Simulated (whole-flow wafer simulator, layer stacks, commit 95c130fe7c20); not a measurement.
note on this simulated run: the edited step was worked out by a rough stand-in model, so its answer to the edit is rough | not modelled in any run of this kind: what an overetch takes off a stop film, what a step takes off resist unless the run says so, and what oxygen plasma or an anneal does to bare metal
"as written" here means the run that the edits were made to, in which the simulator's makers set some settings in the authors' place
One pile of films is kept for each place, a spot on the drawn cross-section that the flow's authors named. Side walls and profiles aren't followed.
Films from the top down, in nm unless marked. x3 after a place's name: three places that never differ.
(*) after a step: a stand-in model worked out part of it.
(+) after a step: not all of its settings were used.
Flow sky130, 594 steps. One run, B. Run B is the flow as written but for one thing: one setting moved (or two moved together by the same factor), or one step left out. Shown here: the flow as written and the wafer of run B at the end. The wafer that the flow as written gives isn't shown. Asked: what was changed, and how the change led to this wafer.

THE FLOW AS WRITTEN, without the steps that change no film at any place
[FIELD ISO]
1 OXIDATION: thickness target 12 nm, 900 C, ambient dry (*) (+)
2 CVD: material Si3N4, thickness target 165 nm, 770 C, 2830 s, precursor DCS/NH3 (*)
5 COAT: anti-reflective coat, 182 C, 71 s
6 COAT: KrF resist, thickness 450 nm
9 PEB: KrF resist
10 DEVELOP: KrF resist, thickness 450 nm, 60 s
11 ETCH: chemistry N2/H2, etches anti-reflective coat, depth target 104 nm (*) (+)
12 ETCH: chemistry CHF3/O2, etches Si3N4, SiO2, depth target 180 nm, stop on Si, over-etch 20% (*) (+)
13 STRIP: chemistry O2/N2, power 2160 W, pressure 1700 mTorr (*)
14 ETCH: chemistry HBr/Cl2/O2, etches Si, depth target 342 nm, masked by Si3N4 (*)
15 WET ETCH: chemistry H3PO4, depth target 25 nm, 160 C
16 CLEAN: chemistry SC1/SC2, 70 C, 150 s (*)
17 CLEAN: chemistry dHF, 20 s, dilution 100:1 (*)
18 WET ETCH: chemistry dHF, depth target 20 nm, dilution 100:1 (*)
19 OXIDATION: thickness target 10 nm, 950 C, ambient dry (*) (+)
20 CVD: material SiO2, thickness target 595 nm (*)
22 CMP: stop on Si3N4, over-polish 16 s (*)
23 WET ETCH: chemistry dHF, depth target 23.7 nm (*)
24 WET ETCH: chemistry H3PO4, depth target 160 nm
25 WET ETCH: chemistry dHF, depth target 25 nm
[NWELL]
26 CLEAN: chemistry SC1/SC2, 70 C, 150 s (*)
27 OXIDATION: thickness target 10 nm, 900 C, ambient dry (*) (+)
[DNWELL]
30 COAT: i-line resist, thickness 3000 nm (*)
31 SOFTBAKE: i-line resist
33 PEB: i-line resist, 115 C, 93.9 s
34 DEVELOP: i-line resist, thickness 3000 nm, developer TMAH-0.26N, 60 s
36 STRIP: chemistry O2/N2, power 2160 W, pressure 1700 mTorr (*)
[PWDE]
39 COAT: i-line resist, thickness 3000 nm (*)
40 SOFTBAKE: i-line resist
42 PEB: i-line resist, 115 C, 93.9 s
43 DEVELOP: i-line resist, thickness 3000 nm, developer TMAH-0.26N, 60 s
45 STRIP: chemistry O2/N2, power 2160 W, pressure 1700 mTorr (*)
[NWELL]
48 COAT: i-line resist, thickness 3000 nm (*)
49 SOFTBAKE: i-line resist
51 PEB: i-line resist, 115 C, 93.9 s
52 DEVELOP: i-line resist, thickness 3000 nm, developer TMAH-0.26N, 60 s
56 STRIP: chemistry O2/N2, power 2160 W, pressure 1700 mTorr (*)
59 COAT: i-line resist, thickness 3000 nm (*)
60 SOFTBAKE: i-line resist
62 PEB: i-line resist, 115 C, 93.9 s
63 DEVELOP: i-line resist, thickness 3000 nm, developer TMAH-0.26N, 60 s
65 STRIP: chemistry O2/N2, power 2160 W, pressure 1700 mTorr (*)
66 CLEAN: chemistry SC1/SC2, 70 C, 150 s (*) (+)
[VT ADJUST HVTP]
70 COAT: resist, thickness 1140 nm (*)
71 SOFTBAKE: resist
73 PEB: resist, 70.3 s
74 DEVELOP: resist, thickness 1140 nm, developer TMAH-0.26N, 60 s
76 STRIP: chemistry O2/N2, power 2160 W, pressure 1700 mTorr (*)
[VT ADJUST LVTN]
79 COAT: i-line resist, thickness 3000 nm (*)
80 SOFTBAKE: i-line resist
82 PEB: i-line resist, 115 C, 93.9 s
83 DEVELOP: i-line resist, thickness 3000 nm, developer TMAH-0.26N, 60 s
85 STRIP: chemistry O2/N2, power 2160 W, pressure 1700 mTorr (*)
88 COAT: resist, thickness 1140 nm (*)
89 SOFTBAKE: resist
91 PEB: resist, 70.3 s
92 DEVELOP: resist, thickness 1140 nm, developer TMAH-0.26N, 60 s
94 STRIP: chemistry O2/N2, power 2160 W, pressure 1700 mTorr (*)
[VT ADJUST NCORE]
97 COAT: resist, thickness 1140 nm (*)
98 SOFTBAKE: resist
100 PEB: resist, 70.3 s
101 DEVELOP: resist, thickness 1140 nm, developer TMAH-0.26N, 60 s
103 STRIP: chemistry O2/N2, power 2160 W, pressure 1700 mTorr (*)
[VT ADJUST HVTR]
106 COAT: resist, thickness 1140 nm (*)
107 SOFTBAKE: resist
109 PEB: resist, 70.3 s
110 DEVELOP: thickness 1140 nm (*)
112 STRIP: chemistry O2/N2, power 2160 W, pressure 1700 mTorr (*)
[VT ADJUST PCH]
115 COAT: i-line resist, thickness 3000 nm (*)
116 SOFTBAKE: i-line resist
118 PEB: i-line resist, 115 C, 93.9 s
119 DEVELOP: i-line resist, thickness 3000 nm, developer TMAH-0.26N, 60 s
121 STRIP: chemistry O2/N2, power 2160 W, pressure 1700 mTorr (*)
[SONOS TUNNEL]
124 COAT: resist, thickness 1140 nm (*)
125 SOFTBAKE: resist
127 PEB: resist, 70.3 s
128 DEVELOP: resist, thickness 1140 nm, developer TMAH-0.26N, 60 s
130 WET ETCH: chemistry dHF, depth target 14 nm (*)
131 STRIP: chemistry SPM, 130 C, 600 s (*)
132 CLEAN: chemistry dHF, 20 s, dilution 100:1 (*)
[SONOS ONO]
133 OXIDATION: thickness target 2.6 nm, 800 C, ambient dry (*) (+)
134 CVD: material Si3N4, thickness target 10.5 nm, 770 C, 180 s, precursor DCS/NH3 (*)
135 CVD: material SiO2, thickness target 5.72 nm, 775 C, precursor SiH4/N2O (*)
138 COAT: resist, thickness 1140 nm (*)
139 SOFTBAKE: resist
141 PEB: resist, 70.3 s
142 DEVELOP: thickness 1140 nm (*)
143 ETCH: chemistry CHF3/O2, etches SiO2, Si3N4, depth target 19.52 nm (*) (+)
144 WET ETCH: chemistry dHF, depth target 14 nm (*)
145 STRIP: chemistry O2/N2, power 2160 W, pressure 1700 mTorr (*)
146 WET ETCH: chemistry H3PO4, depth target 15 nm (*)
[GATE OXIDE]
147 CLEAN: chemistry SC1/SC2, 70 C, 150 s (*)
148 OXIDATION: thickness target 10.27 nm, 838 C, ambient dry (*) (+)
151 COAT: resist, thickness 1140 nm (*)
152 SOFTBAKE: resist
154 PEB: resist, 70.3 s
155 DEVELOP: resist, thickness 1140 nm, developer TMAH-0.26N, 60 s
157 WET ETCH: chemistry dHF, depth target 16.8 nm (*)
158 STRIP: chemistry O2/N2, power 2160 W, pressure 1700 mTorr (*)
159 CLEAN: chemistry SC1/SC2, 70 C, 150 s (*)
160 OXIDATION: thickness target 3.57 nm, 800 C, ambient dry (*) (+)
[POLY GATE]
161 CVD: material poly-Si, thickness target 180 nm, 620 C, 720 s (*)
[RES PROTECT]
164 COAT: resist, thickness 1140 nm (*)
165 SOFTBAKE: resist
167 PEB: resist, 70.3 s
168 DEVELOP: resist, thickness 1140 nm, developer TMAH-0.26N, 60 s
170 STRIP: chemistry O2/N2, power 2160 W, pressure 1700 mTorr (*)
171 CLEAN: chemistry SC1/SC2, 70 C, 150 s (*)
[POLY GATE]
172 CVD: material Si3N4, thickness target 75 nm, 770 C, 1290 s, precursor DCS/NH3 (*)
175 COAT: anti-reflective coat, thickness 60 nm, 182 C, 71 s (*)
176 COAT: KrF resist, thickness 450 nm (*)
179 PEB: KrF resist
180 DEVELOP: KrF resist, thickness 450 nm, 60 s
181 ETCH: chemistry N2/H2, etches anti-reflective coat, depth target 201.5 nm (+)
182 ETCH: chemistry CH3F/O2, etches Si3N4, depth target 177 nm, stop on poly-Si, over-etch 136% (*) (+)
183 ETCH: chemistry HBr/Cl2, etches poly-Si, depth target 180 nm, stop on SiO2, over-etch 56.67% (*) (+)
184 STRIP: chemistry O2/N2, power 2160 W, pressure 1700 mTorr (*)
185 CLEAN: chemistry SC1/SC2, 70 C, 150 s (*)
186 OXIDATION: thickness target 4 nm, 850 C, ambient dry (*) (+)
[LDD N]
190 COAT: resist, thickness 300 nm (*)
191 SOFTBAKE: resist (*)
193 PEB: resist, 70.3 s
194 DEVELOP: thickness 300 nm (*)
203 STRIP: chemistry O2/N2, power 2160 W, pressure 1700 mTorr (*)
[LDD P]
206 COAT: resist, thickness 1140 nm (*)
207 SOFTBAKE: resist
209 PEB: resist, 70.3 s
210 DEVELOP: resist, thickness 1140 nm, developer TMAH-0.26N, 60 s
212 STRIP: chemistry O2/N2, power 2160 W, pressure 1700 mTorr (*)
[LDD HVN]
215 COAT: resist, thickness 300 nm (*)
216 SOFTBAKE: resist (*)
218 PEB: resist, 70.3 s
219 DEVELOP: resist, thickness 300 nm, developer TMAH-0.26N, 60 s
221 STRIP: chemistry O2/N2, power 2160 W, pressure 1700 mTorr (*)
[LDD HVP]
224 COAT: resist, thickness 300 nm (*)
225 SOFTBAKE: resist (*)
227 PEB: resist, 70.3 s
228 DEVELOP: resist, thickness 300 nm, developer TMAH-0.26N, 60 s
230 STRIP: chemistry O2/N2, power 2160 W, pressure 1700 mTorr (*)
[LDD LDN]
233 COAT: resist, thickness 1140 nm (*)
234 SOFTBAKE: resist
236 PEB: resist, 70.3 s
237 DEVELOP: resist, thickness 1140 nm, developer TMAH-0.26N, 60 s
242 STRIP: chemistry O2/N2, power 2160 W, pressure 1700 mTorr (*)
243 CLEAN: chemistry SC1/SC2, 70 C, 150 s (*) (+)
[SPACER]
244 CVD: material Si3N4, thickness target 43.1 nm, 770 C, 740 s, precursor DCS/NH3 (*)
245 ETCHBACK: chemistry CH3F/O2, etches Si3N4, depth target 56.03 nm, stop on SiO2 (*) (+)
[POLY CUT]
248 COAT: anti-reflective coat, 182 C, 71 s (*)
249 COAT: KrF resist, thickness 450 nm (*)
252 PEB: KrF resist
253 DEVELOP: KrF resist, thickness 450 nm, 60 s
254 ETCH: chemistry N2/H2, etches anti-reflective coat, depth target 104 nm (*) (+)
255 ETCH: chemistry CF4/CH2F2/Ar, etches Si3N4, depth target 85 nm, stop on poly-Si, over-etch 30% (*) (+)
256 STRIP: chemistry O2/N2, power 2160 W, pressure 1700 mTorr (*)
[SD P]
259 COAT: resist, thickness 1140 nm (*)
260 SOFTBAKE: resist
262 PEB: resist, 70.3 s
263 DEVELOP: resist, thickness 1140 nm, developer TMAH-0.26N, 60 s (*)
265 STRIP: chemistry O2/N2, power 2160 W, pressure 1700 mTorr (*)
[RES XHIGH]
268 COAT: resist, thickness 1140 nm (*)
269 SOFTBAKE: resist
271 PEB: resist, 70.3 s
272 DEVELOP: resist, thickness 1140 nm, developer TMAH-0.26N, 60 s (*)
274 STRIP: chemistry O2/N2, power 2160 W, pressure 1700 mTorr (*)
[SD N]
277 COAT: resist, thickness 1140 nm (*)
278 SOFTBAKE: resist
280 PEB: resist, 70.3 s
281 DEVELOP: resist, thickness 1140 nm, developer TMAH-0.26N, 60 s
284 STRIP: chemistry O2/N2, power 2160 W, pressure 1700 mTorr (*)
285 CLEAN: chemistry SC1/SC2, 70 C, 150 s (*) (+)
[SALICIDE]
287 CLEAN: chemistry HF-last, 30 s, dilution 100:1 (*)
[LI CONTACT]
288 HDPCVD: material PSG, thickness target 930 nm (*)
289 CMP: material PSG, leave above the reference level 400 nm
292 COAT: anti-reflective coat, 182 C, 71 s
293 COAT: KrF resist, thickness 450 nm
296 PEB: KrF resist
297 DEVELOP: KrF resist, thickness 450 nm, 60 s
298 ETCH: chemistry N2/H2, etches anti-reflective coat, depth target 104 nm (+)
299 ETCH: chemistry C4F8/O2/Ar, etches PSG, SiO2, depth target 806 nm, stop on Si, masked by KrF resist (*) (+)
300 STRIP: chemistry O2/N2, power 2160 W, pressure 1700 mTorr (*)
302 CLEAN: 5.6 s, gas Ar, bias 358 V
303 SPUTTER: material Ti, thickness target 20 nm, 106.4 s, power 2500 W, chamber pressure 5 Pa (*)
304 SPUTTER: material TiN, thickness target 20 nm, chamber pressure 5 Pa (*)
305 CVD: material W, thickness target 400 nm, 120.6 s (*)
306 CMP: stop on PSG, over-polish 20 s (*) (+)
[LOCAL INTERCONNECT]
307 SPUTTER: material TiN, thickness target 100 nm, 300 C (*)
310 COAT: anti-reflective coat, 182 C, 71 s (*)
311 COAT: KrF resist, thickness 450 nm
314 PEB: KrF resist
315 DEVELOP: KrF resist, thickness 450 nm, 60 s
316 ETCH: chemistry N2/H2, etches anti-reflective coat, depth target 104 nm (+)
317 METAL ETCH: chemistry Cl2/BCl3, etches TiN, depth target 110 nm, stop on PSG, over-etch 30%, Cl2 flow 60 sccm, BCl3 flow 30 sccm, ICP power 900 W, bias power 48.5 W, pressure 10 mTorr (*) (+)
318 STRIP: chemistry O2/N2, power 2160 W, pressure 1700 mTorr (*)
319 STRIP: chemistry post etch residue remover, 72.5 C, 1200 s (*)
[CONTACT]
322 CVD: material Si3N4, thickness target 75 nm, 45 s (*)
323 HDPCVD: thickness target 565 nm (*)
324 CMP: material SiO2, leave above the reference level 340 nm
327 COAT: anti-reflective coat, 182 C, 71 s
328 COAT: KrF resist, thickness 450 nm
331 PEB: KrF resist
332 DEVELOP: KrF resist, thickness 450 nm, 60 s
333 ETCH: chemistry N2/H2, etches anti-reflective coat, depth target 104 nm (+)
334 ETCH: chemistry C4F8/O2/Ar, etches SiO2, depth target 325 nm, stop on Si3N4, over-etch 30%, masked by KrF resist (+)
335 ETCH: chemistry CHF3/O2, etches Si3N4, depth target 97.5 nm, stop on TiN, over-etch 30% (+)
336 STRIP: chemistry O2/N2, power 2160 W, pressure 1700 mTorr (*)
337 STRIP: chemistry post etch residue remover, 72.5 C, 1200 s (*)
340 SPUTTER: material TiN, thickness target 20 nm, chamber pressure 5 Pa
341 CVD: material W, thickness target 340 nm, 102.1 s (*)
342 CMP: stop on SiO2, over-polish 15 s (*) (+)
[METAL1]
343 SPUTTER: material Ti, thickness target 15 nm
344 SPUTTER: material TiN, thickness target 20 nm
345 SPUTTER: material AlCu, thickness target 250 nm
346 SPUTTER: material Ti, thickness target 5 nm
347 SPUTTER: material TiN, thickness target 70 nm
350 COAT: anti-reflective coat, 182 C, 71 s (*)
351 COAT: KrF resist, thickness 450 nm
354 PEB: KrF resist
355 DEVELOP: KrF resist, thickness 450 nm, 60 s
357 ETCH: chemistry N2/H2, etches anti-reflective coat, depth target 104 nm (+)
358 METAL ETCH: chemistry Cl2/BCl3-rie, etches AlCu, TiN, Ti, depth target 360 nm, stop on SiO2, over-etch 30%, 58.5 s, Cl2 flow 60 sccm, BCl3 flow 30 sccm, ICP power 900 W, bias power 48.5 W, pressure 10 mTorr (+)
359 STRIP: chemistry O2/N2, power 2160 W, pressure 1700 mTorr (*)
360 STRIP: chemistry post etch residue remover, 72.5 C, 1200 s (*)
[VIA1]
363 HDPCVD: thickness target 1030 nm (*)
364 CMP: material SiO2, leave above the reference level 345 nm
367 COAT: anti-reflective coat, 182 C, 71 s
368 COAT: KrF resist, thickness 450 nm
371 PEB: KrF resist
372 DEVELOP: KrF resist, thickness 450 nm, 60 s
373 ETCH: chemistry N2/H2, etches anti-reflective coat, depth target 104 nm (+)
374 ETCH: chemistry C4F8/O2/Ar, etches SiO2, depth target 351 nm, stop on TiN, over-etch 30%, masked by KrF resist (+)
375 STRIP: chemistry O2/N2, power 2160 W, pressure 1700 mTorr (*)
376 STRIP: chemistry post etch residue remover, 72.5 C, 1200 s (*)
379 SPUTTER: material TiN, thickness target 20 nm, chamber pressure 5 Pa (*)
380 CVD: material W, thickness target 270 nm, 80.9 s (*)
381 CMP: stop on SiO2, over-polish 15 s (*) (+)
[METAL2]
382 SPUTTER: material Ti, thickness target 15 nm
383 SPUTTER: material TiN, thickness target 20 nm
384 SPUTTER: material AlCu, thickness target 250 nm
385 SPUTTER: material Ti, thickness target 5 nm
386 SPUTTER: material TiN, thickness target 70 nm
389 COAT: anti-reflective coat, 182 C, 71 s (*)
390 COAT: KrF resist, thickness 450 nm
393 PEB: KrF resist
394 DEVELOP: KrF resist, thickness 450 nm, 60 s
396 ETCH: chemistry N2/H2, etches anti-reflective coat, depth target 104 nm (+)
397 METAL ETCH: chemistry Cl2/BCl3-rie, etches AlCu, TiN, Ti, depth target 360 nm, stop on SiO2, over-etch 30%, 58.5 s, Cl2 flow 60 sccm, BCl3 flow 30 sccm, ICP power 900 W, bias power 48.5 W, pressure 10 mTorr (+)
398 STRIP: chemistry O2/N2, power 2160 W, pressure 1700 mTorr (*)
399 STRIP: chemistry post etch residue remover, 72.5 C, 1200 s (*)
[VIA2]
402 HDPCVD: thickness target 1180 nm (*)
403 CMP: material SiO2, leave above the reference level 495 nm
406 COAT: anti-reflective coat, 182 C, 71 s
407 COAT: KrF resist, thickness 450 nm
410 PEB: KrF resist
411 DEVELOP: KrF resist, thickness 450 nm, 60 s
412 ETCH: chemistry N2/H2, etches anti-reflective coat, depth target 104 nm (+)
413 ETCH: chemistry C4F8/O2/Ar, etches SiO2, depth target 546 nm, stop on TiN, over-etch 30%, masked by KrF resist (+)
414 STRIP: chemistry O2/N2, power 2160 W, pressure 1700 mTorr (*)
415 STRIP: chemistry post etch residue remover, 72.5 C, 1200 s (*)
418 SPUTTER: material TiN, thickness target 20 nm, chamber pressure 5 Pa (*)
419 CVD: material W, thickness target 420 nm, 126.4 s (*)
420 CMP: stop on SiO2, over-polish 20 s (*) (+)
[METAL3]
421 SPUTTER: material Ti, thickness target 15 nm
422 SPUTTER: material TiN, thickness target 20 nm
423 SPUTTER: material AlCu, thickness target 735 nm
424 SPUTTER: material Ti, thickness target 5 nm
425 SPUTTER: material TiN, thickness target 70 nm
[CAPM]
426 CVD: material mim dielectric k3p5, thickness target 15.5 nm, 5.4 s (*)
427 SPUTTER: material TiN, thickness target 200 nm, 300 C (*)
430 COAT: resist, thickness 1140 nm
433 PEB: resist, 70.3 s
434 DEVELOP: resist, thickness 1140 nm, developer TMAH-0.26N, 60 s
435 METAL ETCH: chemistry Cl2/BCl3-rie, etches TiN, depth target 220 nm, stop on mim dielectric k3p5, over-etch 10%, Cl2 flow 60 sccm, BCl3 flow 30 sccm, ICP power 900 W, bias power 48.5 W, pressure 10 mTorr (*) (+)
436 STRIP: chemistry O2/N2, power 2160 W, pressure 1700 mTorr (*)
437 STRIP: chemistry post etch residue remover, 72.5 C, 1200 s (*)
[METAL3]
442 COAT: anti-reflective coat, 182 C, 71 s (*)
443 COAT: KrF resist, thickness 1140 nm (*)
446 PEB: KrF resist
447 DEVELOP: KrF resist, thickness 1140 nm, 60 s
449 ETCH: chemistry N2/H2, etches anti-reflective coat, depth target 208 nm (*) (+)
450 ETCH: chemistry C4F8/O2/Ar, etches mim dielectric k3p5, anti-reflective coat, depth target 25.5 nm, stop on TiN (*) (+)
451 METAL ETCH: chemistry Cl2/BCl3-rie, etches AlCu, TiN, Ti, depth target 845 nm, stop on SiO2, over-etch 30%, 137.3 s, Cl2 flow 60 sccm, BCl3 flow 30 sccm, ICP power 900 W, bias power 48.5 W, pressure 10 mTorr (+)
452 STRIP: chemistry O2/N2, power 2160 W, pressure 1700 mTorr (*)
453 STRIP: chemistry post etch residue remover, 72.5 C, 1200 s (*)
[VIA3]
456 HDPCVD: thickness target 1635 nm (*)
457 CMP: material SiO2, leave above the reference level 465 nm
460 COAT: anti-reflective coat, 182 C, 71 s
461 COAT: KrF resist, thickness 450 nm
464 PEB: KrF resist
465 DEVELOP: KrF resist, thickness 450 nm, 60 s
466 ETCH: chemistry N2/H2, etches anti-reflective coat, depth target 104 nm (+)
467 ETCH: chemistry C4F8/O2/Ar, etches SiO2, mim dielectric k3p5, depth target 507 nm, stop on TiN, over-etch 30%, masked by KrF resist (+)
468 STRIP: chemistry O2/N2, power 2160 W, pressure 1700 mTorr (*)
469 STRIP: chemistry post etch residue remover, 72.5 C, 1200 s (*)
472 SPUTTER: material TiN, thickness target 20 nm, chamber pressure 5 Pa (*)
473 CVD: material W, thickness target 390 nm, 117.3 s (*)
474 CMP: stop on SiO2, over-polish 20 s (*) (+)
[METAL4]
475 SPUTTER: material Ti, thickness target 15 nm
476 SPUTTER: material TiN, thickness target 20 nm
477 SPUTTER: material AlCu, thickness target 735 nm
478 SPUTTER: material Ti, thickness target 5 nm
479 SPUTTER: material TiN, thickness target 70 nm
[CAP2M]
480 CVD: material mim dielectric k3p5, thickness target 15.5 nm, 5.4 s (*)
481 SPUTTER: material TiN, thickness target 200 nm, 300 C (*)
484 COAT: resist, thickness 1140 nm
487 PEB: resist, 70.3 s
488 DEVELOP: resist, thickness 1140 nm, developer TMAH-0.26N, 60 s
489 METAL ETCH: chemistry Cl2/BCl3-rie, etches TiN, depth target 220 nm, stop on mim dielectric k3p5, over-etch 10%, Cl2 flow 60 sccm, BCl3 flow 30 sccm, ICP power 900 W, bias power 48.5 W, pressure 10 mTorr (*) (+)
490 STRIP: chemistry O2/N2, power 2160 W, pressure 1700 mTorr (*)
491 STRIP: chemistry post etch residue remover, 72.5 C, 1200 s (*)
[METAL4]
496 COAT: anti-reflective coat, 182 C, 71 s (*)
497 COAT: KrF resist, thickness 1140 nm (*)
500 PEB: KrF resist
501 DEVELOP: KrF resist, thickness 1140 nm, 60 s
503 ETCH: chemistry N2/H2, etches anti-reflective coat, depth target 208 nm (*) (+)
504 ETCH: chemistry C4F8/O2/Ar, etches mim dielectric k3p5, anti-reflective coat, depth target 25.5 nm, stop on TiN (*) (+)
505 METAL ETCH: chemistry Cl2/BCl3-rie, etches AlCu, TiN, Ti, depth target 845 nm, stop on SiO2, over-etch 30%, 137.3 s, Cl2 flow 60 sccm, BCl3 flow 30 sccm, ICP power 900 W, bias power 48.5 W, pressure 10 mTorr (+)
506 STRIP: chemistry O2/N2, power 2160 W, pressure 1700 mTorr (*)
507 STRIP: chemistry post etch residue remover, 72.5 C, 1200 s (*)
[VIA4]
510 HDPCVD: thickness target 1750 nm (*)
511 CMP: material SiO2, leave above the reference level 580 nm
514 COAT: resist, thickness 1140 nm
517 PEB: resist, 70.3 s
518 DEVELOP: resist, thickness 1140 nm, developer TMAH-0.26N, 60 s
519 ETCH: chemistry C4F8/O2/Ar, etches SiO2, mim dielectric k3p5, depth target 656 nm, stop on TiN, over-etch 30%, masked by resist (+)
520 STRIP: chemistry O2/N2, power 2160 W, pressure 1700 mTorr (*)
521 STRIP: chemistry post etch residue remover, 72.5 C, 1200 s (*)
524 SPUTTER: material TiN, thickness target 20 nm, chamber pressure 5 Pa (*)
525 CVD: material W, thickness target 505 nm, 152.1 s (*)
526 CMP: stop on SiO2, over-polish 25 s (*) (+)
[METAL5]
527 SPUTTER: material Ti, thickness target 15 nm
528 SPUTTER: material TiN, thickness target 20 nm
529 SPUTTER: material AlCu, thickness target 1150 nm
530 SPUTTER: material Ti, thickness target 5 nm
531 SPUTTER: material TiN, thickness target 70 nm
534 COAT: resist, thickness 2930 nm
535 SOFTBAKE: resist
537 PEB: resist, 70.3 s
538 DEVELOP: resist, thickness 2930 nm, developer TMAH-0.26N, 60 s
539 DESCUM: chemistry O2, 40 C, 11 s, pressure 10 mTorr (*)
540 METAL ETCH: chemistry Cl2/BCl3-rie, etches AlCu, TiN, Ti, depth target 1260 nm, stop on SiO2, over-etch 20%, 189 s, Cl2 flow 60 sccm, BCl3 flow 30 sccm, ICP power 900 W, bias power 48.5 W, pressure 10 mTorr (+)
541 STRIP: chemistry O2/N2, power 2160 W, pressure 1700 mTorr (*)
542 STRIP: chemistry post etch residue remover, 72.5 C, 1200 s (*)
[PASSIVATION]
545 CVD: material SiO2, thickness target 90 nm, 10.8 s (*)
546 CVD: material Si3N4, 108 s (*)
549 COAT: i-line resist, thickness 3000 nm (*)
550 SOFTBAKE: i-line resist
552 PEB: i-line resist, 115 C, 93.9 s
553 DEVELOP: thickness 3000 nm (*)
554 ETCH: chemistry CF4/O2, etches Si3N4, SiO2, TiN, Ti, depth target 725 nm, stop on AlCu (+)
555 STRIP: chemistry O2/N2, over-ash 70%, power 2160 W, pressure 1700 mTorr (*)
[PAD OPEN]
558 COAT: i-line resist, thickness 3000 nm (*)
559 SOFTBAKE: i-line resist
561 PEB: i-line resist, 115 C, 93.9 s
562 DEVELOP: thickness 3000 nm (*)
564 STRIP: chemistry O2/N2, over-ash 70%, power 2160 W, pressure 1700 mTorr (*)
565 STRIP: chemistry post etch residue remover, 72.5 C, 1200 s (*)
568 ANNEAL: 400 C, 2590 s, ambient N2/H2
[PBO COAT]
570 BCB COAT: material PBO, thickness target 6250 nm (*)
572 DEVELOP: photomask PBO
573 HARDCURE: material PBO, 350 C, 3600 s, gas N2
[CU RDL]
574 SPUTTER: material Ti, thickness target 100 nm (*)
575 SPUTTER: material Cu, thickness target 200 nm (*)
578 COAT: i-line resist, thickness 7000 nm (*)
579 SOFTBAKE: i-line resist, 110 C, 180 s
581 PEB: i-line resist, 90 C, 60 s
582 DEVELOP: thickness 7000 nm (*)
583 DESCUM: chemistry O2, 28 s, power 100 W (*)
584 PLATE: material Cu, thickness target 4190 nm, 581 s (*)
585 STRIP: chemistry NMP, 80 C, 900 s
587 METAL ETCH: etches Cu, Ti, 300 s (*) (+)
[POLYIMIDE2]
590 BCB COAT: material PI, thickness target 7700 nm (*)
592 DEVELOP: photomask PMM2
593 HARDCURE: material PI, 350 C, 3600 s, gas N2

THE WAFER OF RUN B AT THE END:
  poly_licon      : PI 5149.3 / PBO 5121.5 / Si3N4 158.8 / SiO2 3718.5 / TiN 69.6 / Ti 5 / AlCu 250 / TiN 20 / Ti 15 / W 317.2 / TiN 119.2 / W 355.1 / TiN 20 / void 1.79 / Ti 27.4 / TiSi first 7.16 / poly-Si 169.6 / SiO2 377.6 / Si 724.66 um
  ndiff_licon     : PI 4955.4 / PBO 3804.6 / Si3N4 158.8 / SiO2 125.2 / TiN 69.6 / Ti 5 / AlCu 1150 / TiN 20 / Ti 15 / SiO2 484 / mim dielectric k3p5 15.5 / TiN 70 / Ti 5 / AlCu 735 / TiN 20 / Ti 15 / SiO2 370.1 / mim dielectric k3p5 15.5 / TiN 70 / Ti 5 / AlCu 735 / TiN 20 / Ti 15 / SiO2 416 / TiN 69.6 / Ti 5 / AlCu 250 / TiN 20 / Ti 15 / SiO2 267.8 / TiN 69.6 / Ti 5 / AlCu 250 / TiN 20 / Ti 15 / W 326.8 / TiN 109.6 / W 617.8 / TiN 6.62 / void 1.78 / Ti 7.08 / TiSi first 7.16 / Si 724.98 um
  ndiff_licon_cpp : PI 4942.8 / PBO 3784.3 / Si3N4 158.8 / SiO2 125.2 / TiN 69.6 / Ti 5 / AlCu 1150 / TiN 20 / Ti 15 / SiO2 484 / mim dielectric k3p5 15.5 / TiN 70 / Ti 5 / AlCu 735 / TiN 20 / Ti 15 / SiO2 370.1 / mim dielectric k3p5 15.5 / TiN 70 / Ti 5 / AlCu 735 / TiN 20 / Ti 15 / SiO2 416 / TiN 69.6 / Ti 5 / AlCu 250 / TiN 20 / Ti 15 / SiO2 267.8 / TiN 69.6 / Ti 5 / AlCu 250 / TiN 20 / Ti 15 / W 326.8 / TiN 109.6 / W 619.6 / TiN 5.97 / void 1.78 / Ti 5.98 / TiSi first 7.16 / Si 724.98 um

The cause: step 303, SPUTTER: 167.5 s was run, where the flow has 106.4 s.

How the change led to this, step by step:
  303 SPUTTER: material Ti, thickness target 20 nm, 106.4 s, power 2500 W, chamber pressure 5 Pa (*)
      field, active, n_well and 185 more: Ti +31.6 (new film) (as written it would be: Ti +20 (new film))
      ndiff_licon: Ti +11.3 (new film) (as written it would be: Ti +7.24 (new film))
      (and at 2 more places)
  306 CMP: stop on PSG, over-polish 20 s (*) (+)
      field, active, n_well and 184 more: W -400 (all of it), TiN -20 (all of it), Ti -31.6 (all of it), PSG -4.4 (as written it would be: W -400 (all of it), TiN -20 (all of it), Ti -20 (all of it), PSG -4.4)
      ndiff_licon, ndiff_licon_cpp, rpo_hd_licon: W -456.5 (as written it would be: W -444.9)
      (and at 1 more place)
